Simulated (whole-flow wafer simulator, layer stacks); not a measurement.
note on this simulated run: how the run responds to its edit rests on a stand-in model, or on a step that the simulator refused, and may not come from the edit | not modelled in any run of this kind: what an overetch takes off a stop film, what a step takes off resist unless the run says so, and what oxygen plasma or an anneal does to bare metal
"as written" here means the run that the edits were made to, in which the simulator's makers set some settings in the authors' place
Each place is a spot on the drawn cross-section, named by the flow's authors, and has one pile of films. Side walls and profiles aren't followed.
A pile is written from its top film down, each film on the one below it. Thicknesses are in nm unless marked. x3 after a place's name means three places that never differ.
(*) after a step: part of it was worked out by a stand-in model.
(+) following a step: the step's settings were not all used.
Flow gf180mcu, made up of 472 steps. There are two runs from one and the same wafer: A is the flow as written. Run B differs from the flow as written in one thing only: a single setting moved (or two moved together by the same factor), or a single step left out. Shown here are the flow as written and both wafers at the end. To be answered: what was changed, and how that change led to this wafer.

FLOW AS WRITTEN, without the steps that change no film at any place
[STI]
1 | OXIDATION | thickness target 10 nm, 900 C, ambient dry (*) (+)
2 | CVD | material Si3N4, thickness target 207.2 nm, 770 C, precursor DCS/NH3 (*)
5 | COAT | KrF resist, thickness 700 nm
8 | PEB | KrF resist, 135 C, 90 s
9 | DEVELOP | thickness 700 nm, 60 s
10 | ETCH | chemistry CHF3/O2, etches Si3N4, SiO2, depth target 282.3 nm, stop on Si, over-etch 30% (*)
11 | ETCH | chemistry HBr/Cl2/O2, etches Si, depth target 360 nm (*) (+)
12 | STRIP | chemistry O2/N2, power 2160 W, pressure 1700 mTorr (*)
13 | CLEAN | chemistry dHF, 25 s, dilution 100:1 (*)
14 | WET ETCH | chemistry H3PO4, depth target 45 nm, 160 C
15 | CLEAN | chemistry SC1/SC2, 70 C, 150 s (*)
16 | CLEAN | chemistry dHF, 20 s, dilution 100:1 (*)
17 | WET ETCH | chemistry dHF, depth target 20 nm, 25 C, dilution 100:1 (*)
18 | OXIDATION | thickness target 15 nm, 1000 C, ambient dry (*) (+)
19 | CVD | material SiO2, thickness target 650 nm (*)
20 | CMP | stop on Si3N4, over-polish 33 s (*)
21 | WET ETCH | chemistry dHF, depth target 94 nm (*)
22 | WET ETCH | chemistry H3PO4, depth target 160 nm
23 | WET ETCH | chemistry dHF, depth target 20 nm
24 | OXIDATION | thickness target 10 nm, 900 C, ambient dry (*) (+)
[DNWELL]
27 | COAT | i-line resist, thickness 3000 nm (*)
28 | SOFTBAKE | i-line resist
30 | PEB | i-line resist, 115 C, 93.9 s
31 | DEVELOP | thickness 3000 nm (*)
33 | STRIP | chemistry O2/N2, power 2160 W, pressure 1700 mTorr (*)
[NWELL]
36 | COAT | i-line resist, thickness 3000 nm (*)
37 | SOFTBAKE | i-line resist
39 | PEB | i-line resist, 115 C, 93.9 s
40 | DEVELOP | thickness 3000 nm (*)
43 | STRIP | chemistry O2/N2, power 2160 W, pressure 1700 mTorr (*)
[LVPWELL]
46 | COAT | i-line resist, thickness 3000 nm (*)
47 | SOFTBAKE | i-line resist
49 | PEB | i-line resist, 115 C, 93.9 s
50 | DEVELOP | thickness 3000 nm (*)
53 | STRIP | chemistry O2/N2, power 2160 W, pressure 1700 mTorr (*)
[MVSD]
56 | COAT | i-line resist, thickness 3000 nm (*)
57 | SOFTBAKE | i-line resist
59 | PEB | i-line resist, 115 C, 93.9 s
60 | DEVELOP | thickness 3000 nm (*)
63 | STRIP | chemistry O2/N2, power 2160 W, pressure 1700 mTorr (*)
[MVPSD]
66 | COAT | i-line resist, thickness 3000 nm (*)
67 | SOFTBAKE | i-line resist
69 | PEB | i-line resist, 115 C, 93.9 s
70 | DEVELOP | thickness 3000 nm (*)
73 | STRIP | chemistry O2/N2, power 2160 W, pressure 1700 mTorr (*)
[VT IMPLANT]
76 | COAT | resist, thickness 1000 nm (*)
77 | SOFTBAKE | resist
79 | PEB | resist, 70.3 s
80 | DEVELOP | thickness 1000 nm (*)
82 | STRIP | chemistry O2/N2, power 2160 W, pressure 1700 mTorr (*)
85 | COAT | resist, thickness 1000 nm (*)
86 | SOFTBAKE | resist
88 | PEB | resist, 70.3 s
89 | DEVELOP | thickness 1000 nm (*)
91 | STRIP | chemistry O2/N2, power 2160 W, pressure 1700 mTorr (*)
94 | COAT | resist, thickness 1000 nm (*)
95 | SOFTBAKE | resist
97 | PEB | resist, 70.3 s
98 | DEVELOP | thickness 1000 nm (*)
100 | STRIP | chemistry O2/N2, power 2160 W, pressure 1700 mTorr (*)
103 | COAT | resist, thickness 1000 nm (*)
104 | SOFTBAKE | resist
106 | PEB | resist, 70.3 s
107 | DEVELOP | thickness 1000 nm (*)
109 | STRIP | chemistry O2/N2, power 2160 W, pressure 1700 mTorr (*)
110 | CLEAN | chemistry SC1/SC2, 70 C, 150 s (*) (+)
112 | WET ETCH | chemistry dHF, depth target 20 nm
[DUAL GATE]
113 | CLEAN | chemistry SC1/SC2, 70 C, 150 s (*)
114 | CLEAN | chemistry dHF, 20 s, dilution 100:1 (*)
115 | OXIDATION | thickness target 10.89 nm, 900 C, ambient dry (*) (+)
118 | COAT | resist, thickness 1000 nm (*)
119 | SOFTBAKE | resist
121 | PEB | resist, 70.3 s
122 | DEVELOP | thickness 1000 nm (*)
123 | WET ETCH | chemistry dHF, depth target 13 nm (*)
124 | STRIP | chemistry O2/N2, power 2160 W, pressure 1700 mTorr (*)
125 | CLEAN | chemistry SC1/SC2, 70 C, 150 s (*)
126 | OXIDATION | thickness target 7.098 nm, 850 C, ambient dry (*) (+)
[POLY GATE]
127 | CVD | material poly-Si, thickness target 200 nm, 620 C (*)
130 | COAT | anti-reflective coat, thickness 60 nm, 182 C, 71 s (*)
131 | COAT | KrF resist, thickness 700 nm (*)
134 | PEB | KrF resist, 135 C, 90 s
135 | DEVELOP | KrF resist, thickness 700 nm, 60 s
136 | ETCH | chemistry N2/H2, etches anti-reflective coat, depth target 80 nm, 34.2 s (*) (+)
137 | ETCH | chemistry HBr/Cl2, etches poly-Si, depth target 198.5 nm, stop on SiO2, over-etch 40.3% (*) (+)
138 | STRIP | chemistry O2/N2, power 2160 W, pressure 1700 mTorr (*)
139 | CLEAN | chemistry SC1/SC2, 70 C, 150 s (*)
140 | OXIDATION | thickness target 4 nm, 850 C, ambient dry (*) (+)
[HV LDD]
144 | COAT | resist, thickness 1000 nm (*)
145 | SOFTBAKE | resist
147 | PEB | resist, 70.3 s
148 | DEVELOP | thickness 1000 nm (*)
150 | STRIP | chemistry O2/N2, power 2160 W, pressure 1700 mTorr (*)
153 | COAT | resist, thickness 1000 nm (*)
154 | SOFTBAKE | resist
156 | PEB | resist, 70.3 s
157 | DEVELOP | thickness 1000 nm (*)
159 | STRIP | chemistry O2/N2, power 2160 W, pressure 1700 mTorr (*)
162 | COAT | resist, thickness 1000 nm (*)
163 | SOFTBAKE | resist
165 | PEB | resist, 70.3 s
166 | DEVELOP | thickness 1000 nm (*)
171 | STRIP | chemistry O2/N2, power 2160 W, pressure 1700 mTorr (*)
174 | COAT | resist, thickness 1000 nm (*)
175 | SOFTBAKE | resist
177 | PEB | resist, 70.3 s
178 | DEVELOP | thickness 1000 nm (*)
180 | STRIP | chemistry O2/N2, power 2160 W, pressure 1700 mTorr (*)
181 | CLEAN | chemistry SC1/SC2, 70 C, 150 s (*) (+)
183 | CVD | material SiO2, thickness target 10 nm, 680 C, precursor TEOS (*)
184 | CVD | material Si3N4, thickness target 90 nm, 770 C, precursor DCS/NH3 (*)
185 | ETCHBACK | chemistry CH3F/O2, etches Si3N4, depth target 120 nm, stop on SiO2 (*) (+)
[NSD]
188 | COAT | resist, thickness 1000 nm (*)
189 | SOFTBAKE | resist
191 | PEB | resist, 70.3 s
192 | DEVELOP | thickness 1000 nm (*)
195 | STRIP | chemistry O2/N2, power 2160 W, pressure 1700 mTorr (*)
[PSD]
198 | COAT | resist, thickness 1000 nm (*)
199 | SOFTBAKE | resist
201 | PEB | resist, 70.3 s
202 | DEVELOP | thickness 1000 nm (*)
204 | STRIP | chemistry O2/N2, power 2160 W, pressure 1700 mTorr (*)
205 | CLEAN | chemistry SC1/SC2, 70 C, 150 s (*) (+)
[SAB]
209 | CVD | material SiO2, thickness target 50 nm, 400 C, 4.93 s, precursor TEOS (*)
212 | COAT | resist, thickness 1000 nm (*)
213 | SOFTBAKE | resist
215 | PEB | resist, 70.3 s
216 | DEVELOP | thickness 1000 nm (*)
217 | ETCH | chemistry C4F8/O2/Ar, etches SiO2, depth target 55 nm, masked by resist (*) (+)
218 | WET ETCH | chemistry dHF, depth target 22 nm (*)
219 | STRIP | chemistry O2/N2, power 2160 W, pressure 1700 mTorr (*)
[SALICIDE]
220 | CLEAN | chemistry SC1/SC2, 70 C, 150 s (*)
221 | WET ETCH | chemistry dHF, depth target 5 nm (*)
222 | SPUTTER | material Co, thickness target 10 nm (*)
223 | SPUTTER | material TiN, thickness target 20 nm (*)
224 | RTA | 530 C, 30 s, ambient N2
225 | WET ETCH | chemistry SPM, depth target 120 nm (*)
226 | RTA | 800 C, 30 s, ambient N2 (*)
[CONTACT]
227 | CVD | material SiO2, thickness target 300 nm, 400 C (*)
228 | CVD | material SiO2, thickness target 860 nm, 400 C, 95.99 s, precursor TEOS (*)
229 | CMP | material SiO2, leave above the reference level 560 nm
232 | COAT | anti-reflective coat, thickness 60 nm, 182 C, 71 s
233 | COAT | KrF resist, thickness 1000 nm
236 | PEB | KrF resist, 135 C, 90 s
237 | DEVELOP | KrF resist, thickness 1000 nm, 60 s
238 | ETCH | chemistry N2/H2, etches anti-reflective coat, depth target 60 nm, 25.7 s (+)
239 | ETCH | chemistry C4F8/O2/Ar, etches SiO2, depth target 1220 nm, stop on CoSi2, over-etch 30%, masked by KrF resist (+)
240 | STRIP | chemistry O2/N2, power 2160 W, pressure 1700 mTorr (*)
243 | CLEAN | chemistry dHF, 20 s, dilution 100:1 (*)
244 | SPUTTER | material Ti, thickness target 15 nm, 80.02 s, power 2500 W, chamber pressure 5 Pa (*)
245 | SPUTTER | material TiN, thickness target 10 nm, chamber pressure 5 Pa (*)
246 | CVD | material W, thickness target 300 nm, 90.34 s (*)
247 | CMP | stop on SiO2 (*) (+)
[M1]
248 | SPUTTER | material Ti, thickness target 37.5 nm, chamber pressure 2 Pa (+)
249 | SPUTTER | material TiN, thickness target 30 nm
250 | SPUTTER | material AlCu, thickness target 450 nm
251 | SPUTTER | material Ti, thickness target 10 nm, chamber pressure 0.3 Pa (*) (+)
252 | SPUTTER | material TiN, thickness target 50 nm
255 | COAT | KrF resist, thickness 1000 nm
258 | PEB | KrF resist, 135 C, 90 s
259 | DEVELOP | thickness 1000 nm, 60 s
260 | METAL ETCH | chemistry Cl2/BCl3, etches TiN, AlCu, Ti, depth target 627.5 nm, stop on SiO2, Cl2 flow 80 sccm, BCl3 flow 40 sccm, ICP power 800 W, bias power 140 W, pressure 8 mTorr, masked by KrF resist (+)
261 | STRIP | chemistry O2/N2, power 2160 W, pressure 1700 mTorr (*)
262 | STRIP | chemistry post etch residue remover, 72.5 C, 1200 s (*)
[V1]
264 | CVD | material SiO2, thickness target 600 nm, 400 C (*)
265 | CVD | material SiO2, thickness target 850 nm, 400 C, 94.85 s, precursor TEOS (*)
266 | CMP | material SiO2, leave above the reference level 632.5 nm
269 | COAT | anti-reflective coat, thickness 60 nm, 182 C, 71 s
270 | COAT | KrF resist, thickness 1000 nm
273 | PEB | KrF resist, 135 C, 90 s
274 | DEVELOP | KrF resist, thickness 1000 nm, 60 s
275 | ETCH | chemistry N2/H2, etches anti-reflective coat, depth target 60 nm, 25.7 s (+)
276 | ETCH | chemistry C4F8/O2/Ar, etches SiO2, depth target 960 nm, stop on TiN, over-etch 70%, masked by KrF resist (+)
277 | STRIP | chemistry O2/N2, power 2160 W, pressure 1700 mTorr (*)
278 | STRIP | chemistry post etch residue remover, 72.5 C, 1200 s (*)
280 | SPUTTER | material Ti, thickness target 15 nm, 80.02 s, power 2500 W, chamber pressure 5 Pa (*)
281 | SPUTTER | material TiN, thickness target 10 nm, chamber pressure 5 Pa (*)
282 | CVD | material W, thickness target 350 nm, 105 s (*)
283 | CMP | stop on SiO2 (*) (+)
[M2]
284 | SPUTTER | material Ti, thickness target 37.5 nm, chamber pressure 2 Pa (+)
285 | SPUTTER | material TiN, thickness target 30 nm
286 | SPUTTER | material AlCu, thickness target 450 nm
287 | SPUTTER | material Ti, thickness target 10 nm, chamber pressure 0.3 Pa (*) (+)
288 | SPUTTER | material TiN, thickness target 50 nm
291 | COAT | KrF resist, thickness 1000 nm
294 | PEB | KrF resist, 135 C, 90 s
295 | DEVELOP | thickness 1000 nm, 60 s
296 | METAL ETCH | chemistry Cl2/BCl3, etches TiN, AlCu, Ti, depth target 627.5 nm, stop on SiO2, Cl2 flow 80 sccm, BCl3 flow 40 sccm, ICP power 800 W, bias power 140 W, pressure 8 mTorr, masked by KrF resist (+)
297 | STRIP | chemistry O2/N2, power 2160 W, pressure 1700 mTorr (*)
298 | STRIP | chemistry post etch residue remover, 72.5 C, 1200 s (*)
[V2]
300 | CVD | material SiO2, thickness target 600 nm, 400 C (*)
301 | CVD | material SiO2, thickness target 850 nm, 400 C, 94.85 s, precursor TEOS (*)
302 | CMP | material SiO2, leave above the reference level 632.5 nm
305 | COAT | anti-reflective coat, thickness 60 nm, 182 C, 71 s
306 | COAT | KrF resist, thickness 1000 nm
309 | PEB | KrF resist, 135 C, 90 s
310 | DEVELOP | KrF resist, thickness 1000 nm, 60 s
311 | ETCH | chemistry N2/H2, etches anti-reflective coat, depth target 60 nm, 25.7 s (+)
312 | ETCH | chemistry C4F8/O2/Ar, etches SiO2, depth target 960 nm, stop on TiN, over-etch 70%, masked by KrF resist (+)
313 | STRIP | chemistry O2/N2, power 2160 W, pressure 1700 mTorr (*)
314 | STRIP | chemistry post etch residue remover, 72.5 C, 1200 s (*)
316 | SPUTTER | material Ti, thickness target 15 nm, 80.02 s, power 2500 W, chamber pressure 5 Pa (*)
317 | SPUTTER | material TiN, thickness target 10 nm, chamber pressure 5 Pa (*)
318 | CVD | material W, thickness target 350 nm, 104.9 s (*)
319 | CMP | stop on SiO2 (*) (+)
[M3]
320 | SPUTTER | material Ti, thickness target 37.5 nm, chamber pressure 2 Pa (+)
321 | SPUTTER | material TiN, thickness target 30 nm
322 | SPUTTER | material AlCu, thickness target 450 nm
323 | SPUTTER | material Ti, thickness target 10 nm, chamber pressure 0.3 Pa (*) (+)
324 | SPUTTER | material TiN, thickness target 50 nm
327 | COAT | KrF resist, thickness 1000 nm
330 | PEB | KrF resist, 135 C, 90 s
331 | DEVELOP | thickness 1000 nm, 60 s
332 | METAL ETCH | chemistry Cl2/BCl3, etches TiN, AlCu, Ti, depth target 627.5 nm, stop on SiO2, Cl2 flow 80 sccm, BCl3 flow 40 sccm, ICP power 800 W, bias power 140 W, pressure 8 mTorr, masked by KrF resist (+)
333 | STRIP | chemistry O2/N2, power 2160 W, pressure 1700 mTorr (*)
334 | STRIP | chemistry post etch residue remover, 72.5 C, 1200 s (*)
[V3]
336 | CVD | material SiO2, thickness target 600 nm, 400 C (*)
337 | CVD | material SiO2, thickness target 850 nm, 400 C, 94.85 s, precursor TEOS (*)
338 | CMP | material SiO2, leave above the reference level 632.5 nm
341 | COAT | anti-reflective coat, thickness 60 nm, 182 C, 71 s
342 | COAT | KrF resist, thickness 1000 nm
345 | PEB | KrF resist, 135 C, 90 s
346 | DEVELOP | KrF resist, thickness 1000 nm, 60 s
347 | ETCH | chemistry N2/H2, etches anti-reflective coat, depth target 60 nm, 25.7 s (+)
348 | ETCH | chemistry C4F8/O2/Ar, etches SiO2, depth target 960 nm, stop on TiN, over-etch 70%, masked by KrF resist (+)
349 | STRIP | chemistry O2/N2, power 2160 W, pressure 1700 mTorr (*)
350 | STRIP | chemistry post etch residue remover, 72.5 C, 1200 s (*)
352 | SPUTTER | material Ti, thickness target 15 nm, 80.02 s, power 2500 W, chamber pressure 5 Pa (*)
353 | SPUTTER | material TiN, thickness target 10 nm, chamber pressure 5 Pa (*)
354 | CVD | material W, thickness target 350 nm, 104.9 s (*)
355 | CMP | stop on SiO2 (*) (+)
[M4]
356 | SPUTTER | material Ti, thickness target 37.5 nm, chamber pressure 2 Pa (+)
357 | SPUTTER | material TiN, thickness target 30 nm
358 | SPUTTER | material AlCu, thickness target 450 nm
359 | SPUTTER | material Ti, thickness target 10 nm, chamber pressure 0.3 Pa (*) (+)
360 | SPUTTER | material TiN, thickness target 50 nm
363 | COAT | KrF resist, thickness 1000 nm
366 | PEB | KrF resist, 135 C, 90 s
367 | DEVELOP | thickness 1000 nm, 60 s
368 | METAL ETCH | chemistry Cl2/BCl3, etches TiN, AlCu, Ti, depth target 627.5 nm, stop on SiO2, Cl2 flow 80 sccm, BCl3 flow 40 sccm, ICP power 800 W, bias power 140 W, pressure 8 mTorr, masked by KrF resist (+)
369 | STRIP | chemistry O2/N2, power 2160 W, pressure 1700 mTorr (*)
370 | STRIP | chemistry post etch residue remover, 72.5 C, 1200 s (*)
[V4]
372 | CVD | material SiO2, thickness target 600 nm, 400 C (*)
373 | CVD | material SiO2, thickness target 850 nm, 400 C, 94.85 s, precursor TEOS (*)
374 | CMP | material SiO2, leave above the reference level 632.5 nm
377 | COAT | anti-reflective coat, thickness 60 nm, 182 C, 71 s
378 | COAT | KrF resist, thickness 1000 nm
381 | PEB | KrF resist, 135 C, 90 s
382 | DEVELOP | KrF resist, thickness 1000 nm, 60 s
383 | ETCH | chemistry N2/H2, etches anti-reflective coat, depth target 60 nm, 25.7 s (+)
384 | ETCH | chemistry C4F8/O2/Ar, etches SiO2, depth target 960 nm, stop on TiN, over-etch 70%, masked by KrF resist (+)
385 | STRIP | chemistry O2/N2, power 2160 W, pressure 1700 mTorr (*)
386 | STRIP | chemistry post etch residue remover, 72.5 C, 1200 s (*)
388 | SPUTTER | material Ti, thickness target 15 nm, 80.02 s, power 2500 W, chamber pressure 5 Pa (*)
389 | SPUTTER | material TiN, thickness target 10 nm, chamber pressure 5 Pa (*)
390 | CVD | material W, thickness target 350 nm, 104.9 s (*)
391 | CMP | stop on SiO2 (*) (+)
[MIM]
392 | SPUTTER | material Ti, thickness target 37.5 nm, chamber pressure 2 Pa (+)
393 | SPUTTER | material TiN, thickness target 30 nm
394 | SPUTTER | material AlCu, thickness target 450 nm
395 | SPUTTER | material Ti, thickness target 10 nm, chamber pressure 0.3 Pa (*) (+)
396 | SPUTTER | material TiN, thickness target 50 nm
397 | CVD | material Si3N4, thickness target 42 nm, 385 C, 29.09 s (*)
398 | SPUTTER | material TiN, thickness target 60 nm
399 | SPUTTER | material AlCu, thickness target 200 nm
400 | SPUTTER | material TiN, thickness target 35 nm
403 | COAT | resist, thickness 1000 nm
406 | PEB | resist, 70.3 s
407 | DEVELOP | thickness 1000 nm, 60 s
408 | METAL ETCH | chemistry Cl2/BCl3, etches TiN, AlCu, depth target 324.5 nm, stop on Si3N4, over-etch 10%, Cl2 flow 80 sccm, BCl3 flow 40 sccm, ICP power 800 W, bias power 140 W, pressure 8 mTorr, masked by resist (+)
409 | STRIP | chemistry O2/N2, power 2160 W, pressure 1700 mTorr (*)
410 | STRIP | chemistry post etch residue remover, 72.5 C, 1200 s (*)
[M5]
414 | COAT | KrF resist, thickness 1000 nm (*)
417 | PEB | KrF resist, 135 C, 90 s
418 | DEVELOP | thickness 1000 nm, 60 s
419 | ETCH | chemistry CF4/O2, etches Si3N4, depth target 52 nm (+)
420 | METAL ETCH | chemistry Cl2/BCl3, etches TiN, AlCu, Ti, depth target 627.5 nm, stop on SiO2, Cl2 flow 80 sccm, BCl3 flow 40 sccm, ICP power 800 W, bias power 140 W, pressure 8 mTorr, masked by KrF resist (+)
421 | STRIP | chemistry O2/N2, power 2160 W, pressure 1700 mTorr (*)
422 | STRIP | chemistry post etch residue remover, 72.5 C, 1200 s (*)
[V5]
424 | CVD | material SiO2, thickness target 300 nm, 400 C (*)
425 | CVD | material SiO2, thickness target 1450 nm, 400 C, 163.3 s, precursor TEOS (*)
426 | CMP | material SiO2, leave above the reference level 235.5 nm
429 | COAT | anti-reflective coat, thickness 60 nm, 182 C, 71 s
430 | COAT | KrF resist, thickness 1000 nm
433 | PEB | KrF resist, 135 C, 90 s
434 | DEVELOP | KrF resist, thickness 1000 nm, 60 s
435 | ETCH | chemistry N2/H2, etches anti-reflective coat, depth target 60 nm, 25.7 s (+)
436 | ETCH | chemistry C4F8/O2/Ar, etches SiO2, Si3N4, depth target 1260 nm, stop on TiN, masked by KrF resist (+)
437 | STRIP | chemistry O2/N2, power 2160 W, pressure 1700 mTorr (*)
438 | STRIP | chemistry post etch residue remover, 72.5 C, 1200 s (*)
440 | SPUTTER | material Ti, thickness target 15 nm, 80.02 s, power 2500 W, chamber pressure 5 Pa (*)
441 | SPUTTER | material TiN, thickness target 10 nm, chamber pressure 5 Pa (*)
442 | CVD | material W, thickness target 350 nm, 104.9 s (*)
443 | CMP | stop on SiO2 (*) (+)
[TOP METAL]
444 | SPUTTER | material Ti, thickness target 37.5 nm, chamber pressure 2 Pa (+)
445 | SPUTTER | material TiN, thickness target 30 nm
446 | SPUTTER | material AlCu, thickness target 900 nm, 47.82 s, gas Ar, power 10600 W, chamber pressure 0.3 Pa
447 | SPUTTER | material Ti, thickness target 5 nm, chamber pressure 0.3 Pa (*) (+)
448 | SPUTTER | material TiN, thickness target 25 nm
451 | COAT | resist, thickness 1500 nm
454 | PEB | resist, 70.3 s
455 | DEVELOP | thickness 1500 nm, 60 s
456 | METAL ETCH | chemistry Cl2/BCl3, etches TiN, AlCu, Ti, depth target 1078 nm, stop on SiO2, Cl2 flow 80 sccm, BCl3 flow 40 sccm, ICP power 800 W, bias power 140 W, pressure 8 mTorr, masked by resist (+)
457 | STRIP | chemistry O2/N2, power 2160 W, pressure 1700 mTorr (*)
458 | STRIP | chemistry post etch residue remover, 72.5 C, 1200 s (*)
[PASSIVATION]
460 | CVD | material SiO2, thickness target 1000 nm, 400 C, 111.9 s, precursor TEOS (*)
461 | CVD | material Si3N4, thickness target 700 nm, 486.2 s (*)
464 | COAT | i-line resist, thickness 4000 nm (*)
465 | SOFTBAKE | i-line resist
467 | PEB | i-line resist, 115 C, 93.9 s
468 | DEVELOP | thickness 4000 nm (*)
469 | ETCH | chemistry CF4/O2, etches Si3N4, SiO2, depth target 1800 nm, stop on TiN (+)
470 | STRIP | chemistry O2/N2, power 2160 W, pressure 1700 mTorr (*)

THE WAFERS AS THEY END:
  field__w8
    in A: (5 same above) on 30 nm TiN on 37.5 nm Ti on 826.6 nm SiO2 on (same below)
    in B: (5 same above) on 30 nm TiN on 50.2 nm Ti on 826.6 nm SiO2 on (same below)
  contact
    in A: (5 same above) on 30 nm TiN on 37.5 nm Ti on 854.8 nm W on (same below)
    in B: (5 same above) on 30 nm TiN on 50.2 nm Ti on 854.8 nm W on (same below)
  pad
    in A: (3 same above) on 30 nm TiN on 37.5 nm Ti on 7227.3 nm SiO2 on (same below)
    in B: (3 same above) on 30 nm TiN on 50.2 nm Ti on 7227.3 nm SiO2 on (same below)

What caused this: step 444, SPUTTER: thickness target 50.2 nm was run, whereas the flow has thickness target 37.5 nm.
The wafer lets one read it off: field__w8 has Ti 50.2, and step 444 as written asks for 37.5 nm.

How this came from the change, step by step:
  444 | SPUTTER | material Ti, thickness target 37.5 nm, chamber pressure 2 Pa (+)
      field, field__w1, field__w2 and 109 more: A Ti gains 37.5 (new film) | B Ti gains 50.2 (new film)
  456 | METAL ETCH | chemistry Cl2/BCl3, etches TiN, AlCu, Ti, depth target 1078 nm, stop on SiO2, Cl2 flow 80 sccm, BCl3 flow 40 sccm, ICP power 800 W, bias power 140 W, pressure 8 mTorr, masked by resist (+)
      field, field__w1, field__w2 and 103 more: A TiN loses 25 (all of it), Ti loses 5 (all of it), AlCu loses 900 (all of it), TiN loses 30 (all of it), Ti loses 37.5 (all of it) | B TiN loses 25 (all of it), Ti loses 5 (all of it), AlCu loses 900 (all of it), TiN loses 30 (all of it), Ti loses 50.2 (all of it)
  465 | SOFTBAKE | i-line resist
      gate: A i-line resist gains 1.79 | B i-line resist loses 0.27
      ld_acc_p, ld_fp_p, ld_drift_p: A i-line resist gains 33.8 | B i-line resist gains 27.4
      (as well as at 56 more places)
